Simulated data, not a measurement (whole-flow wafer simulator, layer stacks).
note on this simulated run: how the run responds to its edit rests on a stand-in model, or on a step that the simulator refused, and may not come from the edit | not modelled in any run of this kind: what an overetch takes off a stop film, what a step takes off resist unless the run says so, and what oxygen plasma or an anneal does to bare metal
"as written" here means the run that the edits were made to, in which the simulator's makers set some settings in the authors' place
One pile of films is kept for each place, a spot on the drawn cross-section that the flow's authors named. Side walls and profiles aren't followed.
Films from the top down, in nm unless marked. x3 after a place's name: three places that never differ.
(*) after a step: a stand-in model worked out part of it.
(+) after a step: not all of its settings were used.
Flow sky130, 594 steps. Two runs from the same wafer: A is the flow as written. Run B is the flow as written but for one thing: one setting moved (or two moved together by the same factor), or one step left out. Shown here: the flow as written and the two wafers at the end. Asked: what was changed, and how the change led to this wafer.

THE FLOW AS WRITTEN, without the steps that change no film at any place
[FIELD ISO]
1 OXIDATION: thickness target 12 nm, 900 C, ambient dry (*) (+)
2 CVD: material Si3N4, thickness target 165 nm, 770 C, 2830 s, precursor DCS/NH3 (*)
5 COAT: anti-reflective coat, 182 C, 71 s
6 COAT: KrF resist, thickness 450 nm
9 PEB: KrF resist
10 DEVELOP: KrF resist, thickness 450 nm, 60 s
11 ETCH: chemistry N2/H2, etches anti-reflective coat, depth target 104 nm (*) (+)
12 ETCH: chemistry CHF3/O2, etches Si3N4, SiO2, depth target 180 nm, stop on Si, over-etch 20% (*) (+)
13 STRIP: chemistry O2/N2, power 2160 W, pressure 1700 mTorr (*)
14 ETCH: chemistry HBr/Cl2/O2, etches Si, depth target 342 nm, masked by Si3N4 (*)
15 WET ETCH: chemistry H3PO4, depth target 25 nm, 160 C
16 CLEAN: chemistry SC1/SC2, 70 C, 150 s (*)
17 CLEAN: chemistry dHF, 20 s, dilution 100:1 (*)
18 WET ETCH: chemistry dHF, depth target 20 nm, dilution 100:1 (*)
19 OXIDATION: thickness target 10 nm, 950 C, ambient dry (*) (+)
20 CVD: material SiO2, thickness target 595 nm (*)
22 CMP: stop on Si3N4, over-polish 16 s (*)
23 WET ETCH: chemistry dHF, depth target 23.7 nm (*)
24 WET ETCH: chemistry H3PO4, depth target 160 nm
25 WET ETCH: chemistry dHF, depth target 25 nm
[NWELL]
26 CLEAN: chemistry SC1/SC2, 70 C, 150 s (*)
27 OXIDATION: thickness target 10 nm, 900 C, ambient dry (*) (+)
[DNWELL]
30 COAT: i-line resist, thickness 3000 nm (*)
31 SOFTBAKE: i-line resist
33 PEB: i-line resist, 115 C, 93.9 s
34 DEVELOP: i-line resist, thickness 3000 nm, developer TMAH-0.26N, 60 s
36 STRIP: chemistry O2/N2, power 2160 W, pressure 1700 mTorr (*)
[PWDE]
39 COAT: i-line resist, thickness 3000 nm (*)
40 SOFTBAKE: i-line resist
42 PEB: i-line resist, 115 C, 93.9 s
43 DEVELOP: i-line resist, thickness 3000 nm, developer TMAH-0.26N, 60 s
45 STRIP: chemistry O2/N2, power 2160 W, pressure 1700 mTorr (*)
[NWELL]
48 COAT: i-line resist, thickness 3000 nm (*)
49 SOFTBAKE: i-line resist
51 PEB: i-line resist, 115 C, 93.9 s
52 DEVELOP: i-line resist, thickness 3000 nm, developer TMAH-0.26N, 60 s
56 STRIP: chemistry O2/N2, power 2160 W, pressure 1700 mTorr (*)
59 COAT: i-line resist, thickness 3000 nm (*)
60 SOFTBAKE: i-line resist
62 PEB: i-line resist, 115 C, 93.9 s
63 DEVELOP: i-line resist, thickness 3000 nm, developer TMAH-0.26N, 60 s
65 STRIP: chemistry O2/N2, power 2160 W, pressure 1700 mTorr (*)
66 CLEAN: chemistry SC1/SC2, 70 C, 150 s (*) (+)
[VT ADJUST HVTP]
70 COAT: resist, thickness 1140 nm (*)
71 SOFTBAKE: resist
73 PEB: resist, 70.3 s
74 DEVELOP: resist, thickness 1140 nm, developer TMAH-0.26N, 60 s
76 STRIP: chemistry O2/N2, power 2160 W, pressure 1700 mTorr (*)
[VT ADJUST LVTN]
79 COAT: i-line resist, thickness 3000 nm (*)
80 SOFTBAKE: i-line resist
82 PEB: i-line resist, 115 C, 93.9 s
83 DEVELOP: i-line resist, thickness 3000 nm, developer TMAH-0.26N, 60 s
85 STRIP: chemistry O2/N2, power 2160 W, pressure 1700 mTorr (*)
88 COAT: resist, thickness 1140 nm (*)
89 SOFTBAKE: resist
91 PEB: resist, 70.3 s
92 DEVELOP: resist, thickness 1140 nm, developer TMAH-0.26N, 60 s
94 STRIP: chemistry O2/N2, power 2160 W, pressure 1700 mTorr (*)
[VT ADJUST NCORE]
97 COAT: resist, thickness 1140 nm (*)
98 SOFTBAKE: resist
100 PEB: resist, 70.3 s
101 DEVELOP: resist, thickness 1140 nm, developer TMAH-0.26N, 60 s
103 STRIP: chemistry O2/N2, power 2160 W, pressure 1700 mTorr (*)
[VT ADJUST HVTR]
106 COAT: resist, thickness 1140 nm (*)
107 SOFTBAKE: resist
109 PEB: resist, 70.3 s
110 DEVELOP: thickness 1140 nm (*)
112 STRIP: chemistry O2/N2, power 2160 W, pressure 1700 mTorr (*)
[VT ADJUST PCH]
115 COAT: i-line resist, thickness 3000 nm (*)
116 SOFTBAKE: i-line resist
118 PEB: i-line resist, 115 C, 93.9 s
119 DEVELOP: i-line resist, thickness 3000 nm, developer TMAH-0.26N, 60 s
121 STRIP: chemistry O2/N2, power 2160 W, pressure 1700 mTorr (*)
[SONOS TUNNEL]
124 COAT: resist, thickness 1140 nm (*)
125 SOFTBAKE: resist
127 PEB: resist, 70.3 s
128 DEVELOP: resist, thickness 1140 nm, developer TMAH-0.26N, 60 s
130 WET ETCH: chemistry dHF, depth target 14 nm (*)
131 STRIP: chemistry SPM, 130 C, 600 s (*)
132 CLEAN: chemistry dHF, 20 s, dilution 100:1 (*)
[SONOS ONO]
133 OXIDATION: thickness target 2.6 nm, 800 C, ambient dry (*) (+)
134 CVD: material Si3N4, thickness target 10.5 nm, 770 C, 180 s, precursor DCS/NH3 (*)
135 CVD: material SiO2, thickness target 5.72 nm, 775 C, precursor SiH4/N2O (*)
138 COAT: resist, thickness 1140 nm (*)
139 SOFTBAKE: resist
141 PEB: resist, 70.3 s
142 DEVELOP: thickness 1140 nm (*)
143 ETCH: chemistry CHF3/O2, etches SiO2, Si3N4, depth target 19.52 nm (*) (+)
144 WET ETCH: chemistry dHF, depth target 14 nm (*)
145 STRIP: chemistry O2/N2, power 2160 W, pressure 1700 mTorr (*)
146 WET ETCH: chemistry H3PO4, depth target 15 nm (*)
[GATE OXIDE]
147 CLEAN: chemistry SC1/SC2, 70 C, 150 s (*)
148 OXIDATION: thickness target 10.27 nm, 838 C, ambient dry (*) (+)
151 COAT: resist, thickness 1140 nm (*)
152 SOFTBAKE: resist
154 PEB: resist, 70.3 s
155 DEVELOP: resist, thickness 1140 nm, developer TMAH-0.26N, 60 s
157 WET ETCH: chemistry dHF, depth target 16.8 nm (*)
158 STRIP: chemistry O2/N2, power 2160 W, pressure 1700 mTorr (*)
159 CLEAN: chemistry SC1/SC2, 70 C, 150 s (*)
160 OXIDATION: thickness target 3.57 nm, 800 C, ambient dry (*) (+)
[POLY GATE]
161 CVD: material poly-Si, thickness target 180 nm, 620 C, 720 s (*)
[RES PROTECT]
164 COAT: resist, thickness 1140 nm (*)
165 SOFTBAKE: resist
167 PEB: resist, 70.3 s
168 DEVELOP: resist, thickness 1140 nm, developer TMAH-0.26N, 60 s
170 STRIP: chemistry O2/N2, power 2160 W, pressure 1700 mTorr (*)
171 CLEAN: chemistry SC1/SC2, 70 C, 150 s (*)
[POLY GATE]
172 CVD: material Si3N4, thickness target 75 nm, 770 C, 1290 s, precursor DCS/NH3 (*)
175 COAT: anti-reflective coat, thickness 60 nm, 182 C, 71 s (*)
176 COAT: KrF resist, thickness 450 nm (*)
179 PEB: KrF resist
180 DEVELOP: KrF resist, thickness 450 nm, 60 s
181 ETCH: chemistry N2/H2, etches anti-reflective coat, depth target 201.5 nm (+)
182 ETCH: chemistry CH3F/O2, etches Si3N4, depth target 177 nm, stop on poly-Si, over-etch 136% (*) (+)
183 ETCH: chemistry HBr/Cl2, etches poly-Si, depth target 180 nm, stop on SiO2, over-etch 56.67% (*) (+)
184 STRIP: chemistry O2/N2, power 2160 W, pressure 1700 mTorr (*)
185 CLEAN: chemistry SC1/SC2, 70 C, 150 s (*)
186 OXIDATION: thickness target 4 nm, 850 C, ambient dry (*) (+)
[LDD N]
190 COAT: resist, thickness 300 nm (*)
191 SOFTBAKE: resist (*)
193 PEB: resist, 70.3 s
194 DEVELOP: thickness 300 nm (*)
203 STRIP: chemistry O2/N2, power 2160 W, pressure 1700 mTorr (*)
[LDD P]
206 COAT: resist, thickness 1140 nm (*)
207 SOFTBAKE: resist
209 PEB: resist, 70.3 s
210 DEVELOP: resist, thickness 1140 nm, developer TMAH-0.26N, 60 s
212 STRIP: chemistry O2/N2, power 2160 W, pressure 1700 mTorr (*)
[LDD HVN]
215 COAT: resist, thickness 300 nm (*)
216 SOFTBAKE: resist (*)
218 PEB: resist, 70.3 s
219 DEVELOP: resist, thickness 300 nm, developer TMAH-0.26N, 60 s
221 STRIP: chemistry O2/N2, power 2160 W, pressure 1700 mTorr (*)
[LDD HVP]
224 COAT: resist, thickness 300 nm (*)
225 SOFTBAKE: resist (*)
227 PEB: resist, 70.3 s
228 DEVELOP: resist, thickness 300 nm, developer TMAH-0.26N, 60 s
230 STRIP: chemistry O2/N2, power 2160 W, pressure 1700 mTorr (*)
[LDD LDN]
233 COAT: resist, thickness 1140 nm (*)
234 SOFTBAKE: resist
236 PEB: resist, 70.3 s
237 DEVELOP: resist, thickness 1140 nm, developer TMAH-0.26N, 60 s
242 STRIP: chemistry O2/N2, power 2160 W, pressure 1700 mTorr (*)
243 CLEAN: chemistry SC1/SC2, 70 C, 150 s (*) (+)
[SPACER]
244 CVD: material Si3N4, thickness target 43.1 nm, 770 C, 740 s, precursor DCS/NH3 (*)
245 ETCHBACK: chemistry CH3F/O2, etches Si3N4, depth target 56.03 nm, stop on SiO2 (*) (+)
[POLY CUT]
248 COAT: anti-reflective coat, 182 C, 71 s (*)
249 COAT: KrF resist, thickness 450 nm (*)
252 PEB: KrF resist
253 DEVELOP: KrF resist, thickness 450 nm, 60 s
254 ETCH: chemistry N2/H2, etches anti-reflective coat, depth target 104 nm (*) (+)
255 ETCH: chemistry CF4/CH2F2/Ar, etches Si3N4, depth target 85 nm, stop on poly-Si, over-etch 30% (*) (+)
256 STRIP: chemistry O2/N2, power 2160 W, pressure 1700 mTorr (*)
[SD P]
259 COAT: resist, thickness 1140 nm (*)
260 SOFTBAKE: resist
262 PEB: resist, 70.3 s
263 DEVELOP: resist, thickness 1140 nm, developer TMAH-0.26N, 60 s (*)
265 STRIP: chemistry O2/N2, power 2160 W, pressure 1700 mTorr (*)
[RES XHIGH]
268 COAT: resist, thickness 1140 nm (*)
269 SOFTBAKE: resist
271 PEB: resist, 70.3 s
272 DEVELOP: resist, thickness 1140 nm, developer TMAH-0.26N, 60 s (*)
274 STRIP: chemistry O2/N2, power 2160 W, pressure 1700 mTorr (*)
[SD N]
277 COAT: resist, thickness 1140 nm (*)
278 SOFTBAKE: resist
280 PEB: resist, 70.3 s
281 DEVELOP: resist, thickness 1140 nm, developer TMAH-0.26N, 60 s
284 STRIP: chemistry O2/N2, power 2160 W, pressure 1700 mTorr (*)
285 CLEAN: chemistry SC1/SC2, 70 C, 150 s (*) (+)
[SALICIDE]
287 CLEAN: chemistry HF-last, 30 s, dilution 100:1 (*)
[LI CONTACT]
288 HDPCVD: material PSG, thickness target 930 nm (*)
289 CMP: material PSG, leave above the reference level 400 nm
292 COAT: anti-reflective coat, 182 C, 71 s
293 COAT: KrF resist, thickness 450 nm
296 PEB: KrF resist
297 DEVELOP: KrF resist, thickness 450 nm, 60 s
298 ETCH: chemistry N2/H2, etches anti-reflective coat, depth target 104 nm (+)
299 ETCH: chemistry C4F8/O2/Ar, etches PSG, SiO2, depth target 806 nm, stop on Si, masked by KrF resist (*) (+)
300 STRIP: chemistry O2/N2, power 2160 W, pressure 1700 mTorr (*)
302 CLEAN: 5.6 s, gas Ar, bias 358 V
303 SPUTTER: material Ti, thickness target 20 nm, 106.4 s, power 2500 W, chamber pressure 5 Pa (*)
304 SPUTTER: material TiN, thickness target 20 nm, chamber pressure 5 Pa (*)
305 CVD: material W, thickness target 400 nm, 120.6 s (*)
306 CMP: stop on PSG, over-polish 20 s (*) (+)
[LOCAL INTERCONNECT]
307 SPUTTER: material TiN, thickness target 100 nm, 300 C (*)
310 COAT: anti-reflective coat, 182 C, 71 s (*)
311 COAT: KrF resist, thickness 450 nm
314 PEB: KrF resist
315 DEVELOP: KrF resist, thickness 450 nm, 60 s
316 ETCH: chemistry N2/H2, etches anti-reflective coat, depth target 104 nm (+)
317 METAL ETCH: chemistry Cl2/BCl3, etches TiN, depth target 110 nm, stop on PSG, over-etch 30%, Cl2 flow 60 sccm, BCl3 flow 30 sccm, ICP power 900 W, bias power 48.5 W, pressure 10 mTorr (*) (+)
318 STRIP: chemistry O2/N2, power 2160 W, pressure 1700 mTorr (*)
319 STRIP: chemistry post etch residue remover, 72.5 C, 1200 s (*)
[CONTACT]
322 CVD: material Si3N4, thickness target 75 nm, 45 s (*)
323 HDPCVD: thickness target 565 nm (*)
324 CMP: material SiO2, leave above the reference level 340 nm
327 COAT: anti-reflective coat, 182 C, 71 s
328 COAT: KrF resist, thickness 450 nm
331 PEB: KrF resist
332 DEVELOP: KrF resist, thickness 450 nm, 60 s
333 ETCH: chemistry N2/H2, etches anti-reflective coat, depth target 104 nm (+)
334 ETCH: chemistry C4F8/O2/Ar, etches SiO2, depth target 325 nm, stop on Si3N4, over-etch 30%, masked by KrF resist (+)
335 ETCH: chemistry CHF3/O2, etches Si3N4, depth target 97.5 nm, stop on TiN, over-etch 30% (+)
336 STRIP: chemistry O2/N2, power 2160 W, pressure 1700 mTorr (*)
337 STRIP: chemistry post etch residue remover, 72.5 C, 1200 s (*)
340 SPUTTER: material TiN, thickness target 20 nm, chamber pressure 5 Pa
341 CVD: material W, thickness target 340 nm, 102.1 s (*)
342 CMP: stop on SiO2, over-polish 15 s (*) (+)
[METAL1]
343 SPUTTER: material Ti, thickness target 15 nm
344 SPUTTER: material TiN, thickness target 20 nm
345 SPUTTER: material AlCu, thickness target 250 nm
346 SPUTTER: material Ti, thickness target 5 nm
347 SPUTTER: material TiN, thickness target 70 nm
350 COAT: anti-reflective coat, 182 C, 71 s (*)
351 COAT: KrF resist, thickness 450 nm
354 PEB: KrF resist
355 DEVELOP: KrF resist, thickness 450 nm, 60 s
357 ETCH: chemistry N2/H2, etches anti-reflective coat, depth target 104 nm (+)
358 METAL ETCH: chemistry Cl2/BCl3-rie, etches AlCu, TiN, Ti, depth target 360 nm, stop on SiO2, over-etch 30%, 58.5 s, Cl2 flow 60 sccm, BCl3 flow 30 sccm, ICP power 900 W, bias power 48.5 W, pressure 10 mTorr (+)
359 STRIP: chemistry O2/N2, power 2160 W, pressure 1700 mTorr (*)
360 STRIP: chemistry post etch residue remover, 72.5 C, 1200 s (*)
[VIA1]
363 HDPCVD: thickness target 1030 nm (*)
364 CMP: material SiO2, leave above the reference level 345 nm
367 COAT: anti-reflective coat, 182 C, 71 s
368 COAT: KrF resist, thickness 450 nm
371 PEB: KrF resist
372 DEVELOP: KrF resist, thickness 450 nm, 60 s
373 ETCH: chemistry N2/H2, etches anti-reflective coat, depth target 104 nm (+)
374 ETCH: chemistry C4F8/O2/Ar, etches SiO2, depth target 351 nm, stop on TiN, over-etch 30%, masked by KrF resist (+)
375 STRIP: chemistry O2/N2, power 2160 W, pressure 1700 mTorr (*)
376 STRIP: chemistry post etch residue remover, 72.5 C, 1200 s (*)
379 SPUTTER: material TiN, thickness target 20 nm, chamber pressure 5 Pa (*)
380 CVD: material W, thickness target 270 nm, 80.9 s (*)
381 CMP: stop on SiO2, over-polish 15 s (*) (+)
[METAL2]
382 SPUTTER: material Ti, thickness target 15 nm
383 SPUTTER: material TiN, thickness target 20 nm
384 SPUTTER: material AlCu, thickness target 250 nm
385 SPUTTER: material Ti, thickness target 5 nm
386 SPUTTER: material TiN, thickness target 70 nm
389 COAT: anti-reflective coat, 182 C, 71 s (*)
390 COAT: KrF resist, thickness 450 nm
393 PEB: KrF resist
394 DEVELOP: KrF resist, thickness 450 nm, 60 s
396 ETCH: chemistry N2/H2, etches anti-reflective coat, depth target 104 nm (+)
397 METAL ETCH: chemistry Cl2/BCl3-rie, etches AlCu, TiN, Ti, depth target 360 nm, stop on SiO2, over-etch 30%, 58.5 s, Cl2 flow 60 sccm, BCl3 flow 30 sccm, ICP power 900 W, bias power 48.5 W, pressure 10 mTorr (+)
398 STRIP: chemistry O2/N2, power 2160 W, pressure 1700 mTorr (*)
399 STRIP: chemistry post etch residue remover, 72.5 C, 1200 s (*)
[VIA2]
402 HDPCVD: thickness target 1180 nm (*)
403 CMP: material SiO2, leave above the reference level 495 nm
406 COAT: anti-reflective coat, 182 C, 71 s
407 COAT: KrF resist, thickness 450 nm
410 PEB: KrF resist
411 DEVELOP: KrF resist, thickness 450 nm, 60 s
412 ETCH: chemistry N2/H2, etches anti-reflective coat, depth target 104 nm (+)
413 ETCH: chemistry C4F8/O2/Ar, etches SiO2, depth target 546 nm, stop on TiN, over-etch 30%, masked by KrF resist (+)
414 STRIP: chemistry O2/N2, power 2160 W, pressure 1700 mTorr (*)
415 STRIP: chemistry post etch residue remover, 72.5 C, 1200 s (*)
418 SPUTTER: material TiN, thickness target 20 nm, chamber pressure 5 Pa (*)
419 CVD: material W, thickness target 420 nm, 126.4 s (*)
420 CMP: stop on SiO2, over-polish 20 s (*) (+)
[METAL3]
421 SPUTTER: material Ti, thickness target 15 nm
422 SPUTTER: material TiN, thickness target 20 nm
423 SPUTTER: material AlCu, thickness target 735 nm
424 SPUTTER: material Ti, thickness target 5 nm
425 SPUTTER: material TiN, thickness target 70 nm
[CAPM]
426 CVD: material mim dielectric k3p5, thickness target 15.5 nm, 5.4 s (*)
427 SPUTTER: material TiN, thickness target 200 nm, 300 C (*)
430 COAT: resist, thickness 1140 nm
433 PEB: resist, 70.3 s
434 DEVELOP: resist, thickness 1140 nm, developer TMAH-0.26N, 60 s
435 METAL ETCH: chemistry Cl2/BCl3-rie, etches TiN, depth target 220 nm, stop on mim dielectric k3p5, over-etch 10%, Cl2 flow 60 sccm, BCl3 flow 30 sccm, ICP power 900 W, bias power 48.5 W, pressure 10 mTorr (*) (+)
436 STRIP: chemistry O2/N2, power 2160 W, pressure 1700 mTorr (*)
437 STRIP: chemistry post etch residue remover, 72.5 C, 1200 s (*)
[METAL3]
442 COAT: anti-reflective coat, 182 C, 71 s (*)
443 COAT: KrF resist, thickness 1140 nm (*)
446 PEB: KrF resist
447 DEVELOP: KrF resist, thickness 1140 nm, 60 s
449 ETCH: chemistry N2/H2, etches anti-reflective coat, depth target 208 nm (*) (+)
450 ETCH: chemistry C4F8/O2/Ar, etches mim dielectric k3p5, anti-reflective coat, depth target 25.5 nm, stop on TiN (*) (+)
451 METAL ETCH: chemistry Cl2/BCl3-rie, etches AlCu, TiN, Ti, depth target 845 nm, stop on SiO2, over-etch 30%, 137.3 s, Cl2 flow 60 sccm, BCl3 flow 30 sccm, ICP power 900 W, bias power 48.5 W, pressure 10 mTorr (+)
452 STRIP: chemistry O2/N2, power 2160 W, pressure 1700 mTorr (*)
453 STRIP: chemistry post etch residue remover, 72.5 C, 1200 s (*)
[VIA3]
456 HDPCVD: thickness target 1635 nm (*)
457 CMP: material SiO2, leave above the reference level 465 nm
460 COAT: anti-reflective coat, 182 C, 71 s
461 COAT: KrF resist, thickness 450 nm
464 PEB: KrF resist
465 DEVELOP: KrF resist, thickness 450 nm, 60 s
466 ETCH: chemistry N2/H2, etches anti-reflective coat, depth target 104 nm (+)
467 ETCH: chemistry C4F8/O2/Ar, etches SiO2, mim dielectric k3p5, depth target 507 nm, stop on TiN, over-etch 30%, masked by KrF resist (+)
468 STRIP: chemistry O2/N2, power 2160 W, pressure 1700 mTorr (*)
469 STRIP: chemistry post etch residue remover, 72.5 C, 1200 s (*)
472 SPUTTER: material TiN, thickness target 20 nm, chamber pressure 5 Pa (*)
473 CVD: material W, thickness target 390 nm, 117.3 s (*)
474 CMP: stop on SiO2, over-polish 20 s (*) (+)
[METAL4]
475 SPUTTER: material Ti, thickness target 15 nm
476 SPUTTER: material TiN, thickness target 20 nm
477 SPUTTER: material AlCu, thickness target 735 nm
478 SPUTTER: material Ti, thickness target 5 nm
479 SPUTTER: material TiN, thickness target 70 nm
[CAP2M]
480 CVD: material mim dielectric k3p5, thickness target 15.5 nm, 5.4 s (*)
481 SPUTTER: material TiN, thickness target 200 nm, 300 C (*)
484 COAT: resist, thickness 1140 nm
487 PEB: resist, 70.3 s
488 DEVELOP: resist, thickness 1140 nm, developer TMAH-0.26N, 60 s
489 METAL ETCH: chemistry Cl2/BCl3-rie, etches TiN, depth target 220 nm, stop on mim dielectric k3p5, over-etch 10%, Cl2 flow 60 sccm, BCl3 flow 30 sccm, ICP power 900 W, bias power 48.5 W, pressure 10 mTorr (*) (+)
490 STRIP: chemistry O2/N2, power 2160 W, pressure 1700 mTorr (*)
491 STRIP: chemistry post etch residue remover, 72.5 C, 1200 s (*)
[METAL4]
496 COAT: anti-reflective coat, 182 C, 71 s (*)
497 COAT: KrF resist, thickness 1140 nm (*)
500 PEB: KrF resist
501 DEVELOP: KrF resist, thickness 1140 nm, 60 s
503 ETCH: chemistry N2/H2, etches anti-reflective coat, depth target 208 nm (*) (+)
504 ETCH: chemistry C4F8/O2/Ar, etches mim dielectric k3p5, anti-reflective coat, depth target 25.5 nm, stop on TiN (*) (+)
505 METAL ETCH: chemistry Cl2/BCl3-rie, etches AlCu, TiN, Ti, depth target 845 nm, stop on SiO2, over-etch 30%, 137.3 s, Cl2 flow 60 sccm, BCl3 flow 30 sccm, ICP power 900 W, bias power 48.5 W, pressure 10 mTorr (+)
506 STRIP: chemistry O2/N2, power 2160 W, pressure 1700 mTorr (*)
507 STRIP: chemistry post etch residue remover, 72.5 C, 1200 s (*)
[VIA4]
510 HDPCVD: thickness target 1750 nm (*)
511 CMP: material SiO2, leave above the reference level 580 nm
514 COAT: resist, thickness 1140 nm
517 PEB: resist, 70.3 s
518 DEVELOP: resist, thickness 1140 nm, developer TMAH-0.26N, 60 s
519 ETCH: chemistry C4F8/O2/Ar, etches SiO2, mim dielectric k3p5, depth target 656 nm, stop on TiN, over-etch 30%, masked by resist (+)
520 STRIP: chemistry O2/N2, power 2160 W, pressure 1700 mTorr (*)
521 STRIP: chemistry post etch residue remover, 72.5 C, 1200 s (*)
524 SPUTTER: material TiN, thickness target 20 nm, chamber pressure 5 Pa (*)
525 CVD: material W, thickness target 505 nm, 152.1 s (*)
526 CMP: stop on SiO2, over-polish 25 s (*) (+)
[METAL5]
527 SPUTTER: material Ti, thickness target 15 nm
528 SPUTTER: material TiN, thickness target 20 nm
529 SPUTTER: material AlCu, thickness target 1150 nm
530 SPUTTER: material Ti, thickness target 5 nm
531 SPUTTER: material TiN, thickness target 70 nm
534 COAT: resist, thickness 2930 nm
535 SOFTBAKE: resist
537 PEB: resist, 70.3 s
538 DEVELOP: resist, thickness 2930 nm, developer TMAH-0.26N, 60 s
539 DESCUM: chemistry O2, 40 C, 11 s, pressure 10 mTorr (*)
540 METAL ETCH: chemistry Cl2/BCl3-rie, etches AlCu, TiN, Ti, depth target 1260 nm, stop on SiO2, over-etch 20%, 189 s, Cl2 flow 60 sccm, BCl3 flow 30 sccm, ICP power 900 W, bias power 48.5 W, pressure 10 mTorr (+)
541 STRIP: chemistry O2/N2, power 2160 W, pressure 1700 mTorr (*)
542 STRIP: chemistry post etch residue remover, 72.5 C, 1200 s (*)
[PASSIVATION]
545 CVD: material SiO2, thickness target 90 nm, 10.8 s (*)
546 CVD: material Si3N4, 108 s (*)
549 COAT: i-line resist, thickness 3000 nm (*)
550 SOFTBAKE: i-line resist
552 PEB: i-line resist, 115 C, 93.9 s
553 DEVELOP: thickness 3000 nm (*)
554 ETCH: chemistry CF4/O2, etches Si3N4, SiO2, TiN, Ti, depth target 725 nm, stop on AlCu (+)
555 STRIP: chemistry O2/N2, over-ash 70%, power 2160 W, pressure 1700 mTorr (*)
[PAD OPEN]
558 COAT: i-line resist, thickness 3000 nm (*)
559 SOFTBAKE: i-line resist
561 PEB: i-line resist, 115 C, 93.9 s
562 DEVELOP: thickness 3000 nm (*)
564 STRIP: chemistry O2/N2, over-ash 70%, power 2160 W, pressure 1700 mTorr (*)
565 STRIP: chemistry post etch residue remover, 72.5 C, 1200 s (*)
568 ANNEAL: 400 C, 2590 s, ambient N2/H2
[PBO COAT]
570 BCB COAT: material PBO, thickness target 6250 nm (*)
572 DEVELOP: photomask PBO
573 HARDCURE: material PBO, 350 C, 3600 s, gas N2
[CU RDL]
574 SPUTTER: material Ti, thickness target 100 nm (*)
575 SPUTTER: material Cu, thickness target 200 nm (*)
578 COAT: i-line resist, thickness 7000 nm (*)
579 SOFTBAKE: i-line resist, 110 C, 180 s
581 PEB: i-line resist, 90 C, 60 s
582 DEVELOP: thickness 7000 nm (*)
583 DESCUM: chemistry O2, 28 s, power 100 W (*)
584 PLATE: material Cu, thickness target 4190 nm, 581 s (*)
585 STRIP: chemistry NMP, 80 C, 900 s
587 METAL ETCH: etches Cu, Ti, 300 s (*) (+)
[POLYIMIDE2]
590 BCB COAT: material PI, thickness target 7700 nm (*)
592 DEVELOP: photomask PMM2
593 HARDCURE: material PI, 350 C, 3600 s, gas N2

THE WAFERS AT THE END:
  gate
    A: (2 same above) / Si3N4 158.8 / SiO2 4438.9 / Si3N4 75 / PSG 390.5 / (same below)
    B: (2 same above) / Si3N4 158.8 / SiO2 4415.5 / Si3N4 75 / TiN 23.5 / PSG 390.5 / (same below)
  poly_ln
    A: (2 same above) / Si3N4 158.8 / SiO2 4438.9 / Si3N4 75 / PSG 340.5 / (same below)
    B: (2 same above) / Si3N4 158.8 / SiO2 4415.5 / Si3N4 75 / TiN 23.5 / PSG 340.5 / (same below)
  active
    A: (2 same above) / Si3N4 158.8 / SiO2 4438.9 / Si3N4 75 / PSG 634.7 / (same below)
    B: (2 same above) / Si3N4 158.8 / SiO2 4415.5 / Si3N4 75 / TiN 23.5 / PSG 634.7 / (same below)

The cause: step 316, ETCH: depth target 56.2 nm was run, where the flow has depth target 104 nm.

How the change led to this, step by step:
  316 ETCH: chemistry N2/H2, etches anti-reflective coat, depth target 104 nm (+)
      field, active, gate and 87 more: A anti-reflective coat -80 (all of it), TiN -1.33 | B anti-reflective coat -56.2
      rpo_hd: A anti-reflective coat -80 (all of it), TiN -1.34 | B anti-reflective coat -56.2
      (and at 100 more places)
  317 METAL ETCH: chemistry Cl2/BCl3, etches TiN, depth target 110 nm, stop on PSG, over-etch 30%, Cl2 flow 60 sccm, BCl3 flow 30 sccm, ICP power 900 W, bias power 48.5 W, pressure 10 mTorr (*) (+)
      field, active, gate and 84 more: A TiN -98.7 (all of it) | B anti-reflective coat -23.8 (all of it), TiN -76.1
      rpo_hd, rpm_encl, rpm_encl_psd, iso_guard_nsd_tip: A TiN -98.7 (all of it) | B anti-reflective coat -23.8 (all of it), TiN -76.2
  318 STRIP: chemistry O2/N2, power 2160 W, pressure 1700 mTorr (*)
      n_well, p_well, gate_hv and 93 more: A KrF resist -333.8 (all of it), anti-reflective coat -80 (all of it) | B KrF resist -360.4 (all of it), anti-reflective coat -80 (all of it)
      poly_licon, ndiff_licon, ndiff_licon_cpp, rpo_hd_licon: A KrF resist -333.9 (all of it), anti-reflective coat -80.5 (all of it) | B KrF resist -360.4 (all of it), anti-reflective coat -80.5 (all of it)
  324 CMP: material SiO2, leave above the reference level 340 nm
      field, active, gate and 84 more: A SiO2 -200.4 | B SiO2 -223.9
      rpo_hd, rpm_encl, rpm_encl_psd, iso_guard_nsd_tip: A SiO2 -200.4 | B SiO2 -223.8
Counting metal films that touch as one body, gate has 1 body; the flow as written gives 0 bodies.
Counting metal films that touch as one body, poly_ln has 1 body; the flow as written gives 0 bodies.
Counting metal films that touch as one body, active has 1 body; the flow as written gives 0 bodies.
